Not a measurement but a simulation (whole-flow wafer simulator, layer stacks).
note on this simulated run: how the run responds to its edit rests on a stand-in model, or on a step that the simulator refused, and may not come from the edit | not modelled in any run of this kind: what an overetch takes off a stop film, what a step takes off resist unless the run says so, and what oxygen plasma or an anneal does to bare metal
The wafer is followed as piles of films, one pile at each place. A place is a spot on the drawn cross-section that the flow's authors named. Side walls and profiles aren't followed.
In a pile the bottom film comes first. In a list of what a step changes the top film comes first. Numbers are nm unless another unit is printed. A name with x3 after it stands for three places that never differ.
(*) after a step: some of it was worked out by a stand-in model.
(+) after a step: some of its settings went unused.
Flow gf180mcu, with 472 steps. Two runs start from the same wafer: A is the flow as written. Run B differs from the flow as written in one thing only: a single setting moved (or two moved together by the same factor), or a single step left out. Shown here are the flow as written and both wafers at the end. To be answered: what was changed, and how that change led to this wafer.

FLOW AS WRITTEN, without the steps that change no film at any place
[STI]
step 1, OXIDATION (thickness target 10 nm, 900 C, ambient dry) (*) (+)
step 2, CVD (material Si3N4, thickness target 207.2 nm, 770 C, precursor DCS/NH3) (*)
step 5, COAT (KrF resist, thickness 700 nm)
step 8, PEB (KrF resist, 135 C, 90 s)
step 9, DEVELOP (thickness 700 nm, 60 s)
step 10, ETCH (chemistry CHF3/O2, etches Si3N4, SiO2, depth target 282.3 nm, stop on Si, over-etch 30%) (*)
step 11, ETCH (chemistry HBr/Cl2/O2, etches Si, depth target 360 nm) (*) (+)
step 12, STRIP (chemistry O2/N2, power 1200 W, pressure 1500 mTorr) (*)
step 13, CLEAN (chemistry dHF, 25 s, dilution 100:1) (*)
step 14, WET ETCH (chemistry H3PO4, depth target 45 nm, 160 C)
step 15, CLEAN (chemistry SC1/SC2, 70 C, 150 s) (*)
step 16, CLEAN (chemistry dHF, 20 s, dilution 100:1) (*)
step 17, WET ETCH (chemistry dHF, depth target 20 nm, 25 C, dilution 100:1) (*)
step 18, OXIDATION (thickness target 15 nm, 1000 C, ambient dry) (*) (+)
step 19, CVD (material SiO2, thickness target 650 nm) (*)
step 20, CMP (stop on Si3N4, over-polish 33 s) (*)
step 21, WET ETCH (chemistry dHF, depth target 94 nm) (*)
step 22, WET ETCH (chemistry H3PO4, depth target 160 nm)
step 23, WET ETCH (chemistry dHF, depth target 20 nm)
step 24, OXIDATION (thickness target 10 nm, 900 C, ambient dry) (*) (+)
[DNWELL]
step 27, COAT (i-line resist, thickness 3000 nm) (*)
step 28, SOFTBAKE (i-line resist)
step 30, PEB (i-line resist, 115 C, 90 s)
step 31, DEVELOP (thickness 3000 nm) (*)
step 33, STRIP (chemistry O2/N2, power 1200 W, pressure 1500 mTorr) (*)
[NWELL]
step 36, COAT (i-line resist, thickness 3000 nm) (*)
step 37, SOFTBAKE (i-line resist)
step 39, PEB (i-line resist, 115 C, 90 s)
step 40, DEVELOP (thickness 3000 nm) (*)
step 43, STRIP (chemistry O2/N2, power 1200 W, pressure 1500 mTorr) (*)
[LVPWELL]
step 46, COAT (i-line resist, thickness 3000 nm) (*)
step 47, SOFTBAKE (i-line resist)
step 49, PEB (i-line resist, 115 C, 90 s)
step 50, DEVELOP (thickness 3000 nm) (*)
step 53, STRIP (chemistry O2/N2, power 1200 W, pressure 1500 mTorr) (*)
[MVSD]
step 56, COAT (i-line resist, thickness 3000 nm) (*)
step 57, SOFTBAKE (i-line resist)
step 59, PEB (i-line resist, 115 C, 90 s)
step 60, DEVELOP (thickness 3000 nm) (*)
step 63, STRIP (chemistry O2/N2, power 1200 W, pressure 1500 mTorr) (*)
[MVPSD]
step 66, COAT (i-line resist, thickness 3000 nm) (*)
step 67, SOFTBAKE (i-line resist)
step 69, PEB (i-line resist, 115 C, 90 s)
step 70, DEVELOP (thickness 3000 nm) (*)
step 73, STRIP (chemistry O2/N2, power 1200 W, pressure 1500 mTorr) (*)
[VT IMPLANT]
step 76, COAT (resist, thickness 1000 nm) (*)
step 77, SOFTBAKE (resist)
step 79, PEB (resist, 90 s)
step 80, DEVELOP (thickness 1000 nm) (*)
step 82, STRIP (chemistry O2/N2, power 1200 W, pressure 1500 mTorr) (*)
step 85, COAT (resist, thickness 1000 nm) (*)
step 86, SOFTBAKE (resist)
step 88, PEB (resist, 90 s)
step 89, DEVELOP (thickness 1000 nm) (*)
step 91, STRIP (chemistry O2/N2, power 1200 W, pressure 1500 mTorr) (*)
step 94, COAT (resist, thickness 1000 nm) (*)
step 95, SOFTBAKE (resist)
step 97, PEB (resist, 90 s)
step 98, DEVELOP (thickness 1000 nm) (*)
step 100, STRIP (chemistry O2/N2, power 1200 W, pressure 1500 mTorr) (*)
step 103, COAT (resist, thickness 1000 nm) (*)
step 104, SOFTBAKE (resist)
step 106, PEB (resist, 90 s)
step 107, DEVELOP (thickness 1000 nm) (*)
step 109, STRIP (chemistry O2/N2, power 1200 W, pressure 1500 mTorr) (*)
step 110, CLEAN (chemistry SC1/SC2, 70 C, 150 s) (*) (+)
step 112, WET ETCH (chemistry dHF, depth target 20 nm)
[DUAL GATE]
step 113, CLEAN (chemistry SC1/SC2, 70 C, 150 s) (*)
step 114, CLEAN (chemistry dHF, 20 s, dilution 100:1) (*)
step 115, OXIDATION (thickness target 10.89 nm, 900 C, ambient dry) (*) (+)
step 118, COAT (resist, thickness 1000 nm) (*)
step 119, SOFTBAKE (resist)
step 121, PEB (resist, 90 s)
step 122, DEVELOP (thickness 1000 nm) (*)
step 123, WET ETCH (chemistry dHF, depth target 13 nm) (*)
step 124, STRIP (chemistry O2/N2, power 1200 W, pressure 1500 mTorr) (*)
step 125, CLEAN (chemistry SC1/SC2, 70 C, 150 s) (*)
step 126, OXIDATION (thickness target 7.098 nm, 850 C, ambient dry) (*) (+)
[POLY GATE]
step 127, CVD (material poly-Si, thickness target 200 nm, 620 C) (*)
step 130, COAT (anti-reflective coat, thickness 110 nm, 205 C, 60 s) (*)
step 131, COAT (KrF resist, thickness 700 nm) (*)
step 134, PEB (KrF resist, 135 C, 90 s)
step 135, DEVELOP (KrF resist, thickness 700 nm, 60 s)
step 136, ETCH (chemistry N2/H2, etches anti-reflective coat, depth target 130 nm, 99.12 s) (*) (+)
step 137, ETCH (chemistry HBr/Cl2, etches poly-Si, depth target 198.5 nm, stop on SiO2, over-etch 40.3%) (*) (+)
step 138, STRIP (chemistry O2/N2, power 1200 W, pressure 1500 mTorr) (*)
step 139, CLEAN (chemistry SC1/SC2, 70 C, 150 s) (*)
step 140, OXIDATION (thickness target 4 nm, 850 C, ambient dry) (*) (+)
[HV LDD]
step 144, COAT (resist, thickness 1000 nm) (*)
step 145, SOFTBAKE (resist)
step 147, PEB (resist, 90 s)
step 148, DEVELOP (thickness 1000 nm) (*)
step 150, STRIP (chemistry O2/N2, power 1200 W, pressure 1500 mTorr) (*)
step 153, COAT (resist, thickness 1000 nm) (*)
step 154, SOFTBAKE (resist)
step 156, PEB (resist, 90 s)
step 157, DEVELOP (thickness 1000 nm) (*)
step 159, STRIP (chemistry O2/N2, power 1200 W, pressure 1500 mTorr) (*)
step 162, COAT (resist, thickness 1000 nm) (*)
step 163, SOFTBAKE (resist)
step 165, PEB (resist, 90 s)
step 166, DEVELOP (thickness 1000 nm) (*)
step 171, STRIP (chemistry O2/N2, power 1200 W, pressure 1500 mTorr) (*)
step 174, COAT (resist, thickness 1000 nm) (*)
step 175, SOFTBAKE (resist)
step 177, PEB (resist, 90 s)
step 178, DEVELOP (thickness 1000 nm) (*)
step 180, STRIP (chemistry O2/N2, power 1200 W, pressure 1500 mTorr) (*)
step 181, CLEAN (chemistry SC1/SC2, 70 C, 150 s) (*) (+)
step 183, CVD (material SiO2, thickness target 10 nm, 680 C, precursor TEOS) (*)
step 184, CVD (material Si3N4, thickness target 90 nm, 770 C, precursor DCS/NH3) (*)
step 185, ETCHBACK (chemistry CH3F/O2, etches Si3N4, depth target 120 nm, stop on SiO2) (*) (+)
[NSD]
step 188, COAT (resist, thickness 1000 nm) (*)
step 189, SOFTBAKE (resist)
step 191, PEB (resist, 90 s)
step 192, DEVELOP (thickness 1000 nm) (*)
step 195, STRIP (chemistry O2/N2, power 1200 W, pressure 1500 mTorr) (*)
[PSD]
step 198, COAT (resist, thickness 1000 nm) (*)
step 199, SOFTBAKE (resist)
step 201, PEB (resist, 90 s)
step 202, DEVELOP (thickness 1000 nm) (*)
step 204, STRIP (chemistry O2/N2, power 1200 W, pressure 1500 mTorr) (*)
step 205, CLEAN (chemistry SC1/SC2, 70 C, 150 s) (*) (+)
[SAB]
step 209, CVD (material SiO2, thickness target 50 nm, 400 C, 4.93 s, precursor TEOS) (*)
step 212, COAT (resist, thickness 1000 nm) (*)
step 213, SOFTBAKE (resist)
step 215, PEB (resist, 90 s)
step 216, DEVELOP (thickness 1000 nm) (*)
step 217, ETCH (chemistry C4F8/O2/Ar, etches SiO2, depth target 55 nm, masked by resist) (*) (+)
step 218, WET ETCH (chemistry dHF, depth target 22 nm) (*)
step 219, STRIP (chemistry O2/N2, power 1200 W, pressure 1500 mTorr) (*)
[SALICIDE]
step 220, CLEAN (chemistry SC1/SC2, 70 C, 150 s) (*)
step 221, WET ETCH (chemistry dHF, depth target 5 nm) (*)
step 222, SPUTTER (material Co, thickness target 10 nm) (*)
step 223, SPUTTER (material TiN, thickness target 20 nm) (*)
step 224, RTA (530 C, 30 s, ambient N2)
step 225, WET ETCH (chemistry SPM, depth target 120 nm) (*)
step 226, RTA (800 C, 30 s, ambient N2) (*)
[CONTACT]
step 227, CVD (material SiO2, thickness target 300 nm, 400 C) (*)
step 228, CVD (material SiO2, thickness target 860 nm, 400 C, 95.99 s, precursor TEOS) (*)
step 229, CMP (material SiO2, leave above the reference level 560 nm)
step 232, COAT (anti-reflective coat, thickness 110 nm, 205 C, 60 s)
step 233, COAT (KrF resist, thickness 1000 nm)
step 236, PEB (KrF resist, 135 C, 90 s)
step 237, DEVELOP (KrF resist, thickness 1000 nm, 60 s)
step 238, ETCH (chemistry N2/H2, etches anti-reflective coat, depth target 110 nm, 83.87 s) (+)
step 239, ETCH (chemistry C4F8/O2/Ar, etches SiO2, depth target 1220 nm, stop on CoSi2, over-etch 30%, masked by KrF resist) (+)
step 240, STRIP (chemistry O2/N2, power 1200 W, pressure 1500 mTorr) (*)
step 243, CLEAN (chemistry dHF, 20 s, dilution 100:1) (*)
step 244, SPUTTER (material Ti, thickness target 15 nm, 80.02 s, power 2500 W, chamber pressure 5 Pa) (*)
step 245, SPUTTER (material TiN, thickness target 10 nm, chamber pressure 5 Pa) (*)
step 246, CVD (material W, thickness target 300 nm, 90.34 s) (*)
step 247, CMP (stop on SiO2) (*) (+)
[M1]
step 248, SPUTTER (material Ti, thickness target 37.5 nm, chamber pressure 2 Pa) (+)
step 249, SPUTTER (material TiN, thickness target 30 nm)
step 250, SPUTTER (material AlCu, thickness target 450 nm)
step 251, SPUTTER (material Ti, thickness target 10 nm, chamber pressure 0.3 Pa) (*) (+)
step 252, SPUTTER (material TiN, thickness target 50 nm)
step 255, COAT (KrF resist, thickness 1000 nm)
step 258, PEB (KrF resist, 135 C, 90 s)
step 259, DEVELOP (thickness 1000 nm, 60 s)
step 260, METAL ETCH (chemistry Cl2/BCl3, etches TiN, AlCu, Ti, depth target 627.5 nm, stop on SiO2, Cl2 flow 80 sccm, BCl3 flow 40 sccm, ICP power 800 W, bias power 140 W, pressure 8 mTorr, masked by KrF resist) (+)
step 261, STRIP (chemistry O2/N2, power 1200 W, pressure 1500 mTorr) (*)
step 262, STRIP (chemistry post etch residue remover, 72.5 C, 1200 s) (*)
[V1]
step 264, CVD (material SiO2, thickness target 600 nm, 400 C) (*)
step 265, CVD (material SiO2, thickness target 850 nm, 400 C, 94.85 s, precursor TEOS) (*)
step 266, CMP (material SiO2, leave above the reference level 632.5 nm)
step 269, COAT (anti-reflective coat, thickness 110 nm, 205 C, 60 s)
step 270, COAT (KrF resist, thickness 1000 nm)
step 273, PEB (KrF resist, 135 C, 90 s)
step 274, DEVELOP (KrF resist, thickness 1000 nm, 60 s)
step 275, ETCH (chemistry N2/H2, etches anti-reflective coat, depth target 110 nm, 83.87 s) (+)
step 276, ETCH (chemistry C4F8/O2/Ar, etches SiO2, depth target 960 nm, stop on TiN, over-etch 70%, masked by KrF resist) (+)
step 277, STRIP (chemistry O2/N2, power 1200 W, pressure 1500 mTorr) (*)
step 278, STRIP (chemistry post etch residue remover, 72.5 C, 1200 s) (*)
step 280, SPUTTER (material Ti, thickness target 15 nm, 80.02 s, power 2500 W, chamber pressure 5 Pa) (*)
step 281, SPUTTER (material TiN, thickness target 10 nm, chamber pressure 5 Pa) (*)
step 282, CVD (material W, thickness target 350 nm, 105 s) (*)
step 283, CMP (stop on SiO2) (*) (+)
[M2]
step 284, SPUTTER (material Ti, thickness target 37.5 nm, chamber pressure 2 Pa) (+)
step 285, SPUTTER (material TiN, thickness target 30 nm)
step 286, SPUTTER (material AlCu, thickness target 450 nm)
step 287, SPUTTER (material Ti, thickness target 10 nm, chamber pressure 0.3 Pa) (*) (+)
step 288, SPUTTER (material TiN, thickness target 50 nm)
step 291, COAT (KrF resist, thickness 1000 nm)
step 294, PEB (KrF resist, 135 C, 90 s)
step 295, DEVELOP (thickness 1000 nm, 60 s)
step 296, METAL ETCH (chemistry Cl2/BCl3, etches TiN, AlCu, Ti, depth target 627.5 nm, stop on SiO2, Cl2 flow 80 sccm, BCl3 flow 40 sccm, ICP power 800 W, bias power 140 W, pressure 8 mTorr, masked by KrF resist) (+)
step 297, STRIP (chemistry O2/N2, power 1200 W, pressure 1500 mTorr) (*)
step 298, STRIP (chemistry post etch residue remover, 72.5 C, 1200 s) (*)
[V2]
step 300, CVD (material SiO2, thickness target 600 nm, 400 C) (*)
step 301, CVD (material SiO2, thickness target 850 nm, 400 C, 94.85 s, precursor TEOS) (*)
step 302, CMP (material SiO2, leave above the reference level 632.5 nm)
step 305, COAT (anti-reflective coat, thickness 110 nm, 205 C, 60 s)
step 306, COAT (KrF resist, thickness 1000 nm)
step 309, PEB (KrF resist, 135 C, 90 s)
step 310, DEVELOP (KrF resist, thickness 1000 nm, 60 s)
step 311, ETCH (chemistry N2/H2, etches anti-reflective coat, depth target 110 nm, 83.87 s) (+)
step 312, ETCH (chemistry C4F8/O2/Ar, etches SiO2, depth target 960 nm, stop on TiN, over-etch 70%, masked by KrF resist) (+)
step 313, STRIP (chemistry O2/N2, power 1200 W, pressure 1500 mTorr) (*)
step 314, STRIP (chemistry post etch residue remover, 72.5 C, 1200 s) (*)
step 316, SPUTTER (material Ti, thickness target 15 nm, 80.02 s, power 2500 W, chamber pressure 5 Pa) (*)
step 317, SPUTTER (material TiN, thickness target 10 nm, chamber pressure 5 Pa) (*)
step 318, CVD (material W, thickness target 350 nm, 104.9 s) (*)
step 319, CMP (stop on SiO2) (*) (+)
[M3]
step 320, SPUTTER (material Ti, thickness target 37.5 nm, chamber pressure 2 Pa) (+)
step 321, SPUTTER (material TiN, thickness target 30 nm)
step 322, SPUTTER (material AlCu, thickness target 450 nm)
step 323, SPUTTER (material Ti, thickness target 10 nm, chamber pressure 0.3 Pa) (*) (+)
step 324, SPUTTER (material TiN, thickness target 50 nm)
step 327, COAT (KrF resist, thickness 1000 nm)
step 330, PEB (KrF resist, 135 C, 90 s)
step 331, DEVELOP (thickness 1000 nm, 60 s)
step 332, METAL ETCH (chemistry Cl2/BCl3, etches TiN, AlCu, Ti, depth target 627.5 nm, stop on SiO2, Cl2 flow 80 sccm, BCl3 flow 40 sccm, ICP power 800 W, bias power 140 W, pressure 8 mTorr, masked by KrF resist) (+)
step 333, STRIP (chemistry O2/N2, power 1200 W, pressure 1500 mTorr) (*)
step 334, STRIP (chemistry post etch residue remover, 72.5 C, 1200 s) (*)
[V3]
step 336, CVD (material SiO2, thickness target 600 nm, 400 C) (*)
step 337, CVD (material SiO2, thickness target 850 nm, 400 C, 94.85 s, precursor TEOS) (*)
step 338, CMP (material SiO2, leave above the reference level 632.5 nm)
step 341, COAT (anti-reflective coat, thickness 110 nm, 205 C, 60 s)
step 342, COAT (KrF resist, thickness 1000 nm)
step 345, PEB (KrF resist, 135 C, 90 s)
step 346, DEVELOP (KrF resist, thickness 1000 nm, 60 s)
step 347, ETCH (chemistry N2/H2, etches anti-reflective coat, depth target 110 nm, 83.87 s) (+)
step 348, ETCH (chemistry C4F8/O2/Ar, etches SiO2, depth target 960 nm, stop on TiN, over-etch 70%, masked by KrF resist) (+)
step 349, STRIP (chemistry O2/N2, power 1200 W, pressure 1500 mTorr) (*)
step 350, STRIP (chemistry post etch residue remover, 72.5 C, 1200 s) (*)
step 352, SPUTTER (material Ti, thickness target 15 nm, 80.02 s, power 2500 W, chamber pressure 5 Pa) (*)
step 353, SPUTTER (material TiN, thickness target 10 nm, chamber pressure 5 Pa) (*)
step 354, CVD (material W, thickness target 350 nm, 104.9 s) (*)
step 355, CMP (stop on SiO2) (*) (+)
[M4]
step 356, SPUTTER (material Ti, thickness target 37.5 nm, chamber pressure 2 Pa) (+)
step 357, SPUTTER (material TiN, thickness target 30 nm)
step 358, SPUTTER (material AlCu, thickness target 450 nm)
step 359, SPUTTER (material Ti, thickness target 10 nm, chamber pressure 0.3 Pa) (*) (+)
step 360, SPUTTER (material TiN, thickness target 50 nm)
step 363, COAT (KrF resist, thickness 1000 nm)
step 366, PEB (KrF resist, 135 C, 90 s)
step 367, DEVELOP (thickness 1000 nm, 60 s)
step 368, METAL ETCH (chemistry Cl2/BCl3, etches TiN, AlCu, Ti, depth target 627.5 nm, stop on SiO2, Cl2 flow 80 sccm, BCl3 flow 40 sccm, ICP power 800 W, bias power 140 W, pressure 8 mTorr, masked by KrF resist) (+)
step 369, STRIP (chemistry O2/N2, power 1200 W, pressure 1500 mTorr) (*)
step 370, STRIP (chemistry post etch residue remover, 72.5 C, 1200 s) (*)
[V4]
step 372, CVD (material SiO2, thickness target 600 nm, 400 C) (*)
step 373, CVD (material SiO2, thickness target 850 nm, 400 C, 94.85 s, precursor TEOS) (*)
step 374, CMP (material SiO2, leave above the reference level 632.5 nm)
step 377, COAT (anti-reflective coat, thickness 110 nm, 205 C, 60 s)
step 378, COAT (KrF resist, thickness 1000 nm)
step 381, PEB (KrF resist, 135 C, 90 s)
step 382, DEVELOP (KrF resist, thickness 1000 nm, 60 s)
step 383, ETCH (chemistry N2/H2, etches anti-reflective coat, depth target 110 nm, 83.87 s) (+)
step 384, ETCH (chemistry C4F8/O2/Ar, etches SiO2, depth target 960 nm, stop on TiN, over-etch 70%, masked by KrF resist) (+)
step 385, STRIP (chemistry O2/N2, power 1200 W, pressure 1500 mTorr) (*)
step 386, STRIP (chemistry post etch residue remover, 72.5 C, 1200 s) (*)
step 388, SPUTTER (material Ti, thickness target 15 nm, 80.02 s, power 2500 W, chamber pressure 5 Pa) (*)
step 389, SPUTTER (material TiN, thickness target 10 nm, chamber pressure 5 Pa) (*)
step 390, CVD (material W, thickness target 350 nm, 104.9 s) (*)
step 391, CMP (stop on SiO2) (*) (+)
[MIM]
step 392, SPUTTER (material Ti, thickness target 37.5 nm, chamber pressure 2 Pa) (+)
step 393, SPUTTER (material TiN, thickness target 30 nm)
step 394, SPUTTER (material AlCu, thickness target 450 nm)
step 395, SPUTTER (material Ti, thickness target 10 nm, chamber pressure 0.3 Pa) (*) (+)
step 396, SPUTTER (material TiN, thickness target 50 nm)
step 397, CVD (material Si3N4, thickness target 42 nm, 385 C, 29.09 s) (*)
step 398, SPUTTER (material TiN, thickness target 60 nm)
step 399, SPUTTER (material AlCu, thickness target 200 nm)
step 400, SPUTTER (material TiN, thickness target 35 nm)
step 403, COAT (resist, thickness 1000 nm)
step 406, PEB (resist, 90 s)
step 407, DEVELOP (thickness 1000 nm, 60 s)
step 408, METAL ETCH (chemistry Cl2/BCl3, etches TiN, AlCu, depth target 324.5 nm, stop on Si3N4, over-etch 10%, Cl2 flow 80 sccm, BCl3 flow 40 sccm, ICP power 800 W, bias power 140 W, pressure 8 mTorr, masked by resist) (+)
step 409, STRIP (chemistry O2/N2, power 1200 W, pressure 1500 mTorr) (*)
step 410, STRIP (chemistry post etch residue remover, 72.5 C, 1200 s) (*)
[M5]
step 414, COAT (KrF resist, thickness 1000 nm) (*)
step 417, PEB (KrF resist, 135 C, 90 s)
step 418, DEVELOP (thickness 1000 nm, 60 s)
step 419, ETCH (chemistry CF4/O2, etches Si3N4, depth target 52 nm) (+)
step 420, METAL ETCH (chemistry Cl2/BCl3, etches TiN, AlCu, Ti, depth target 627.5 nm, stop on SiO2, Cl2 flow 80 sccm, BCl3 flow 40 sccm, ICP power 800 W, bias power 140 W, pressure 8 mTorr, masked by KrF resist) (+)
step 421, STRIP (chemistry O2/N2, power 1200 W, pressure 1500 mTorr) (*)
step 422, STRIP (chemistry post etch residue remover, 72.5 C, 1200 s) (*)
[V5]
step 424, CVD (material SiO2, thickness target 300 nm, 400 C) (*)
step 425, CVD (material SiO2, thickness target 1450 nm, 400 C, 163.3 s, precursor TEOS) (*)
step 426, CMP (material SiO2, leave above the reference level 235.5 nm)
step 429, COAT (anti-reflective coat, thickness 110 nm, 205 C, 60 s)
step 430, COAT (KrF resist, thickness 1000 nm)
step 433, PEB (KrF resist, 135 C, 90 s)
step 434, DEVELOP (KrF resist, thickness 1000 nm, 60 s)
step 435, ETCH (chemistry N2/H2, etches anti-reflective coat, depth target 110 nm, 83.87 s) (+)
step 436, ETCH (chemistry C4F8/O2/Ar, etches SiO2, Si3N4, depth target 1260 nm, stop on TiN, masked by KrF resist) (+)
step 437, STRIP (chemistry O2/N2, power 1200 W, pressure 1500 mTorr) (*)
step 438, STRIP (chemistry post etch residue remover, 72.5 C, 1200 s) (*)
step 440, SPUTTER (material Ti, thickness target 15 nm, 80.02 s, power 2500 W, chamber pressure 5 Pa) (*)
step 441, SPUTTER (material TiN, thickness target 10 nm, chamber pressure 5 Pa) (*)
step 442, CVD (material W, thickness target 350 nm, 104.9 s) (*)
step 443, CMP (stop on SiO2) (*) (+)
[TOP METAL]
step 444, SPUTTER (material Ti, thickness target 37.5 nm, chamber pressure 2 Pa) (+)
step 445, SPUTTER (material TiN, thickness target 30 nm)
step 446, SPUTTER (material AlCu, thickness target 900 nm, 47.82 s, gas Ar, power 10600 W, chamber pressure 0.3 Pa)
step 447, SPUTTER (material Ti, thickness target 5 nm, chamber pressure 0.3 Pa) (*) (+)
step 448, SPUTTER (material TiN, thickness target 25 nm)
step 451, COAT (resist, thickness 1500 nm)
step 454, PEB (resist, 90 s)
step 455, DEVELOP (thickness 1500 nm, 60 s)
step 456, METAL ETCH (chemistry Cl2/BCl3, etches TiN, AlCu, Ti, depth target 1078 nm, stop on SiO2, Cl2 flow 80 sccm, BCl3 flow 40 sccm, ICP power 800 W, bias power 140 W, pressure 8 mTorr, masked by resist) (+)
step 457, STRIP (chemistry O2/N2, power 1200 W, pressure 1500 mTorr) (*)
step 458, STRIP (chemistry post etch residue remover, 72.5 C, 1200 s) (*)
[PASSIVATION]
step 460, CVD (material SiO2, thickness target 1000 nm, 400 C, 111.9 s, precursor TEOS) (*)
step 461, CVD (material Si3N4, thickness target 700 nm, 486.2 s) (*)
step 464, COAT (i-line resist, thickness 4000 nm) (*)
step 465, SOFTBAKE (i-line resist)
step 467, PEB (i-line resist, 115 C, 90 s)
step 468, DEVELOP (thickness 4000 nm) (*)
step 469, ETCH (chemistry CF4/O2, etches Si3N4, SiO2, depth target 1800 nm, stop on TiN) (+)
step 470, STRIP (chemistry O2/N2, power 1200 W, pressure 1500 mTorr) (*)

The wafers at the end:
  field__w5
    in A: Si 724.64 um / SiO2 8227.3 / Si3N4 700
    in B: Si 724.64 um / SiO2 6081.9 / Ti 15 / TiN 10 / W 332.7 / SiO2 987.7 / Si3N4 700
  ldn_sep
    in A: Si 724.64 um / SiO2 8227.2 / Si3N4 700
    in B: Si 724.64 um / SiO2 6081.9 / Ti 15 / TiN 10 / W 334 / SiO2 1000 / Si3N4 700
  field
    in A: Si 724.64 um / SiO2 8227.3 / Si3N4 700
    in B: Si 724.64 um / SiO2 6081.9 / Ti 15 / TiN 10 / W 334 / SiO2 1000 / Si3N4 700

What caused this: step 425, CVD: material SiO2, thickness target 1450 nm, 400 C, 163.3 s, precursor TEOS (*), was not run.

Step by step, how the change led to this:
  step 426, CMP (material SiO2, leave above the reference level 235.5 nm)
      field, field__w1, field__w5 and 92 more: A SiO2 loses 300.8 | B nothing
      field__w2, field__w3, field__w12 and 6 more: A SiO2 loses 272.7 | B nothing
      (also at 8 further places)
  step 429, COAT (anti-reflective coat, thickness 110 nm, 205 C, 60 s)
      p_well, sti, spacer, sd_n, pad, dice_street, ld_sd_n: A anti-reflective coat gains 110 (new film) | B anti-reflective coat gains 114 (new film)
      ld_gate_n, ld_gate_p, ld_acc_p, ld_fp_p, ld_drift_p, ld_drn_p: A anti-reflective coat gains 110 (new film) | B anti-reflective coat gains 112.3 (new film)
      (also at 51 further places)
  step 430, COAT (KrF resist, thickness 1000 nm)
      field: A KrF resist gains 1000 (new film) | B KrF resist gains 844.7 (new film)
      field__w2: A KrF resist gains 1000 (new film) | B KrF resist gains 1071.2 (new film)
      (also at 39 further places)
  step 433, PEB (KrF resist, 135 C, 90 s)
      field_sub__w1, nw_enc_fld_lv__w4: A KrF resist loses 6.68 | B KrF resist loses 7.3
      gate_hv, sti_nw: A KrF resist loses 6.68 | B KrF resist loses 7.39
      (also at 27 further places)
  step 434, DEVELOP (KrF resist, thickness 1000 nm, 60 s)
      contact: A KrF resist loses 993.3 (all of it) | B KrF resist loses 646.4 (all of it)
  step 435, ETCH (chemistry N2/H2, etches anti-reflective coat, depth target 110 nm, 83.87 s) (+)
      contact: A anti-reflective coat loses 110 (all of it), SiO2 loses 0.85 | B anti-reflective coat loses 18.9 (all of it), SiO2 loses 3.18
  step 436, ETCH (chemistry C4F8/O2/Ar, etches SiO2, Si3N4, depth target 1260 nm, stop on TiN, masked by KrF resist) (+)
      field, field__w1, field__w2 and 108 more: A KrF resist loses 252 | B KrF resist loses 101.4
      contact: A SiO2 loses 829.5 (all of it), Si3N4 loses 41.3 (all of it) | B SiO2 loses 296.8 (all of it), Si3N4 loses 41.3 (all of it)
  step 437, STRIP (chemistry O2/N2, power 1200 W, pressure 1500 mTorr) (*)
      iso_ptap_pw, iso_ntap_nw, iso_nw_fld and 33 more: A KrF resist loses 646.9 (all of it), anti-reflective coat loses 110 (all of it) | B KrF resist loses 797.5 (all of it), anti-reflective coat loses 110 (all of it)
      p_well, sti, spacer, sd_n, pad, dice_street: A KrF resist loses 646.9 (all of it), anti-reflective coat loses 110 (all of it) | B KrF resist loses 794.6 (all of it), anti-reflective coat loses 114 (all of it)
      (also at 69 further places)
  step 440, SPUTTER (material Ti, thickness target 15 nm, 80.02 s, power 2500 W, chamber pressure 5 Pa) (*)
      contact: A Ti gains 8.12 (new film) | B Ti gains 15 (new film)
  step 441, SPUTTER (material TiN, thickness target 10 nm, chamber pressure 5 Pa) (*)
      contact: A TiN gains 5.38 (new film) | B TiN gains 10 (new film)
  step 442, CVD (material W, thickness target 350 nm, 104.9 s) (*)
      contact: A W gains 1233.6 (new film) | B W gains 350 (new film)
  step 443, CMP (stop on SiO2) (*) (+)
      field, field__w1, field__w2 and 101 more: A W loses 350 (all of it), TiN loses 10 (all of it), Ti loses 15 (all of it), SiO2 loses 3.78 | B nothing
      field__w4, field__w8, m1, m1__w1, mim_1p0, m1_nw: A W loses 350 (all of it), TiN loses 10 (all of it), Ti loses 15 (all of it), SiO2 loses 3.78 | B W loses 144.6
      (also at 2 further places)
  step 445, SPUTTER (material TiN, thickness target 30 nm)
      field__w2, field__w3, field__w12 and 6 more: A TiN gains 30 (new film) | B TiN gains 28.8 (new film)
  step 446, SPUTTER (material AlCu, thickness target 900 nm, 47.82 s, gas Ar, power 10600 W, chamber pressure 0.3 Pa)
      field__w2, field__w3, field__w12 and 6 more: A AlCu gains 900 (new film) | B AlCu gains 873.8 (new film)
  step 447, SPUTTER (material Ti, thickness target 5 nm, chamber pressure 0.3 Pa) (*) (+)
      field__w2: A Ti gains 5 (new film) | B Ti gains 4.21 (new film)
  step 448, SPUTTER (material TiN, thickness target 25 nm)
      field__w3, field__w12, npoly_sal, ppoly_sal, nw_sep_fld, gate_hv5, gate_p_hv5, sti_nw: A TiN gains 25 (new film) | B TiN gains 23.9 (new film)
      field__w2: A TiN gains 25 (new film) | B TiN gains 21 (new film)
  ... 11 further steps ...
  step 470, STRIP (chemistry O2/N2, power 1200 W, pressure 1500 mTorr) (*)
      field__w8, m1__w1: A i-line resist loses 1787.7 (all of it) | B i-line resist loses 1315.8 (all of it)
      contact: A i-line resist loses 1811.2 (all of it) | B i-line resist loses 1529.1 (all of it)
      (also at 4 further places)
Taking metal films that touch as one body, field__w5 has 1 body; the flow as written gives 0 bodies.
Taking metal films that touch as one body, ldn_sep has 1 body; the flow as written gives 0 bodies.
Taking metal films that touch as one body, field has 1 body; the flow as written gives 0 bodies.
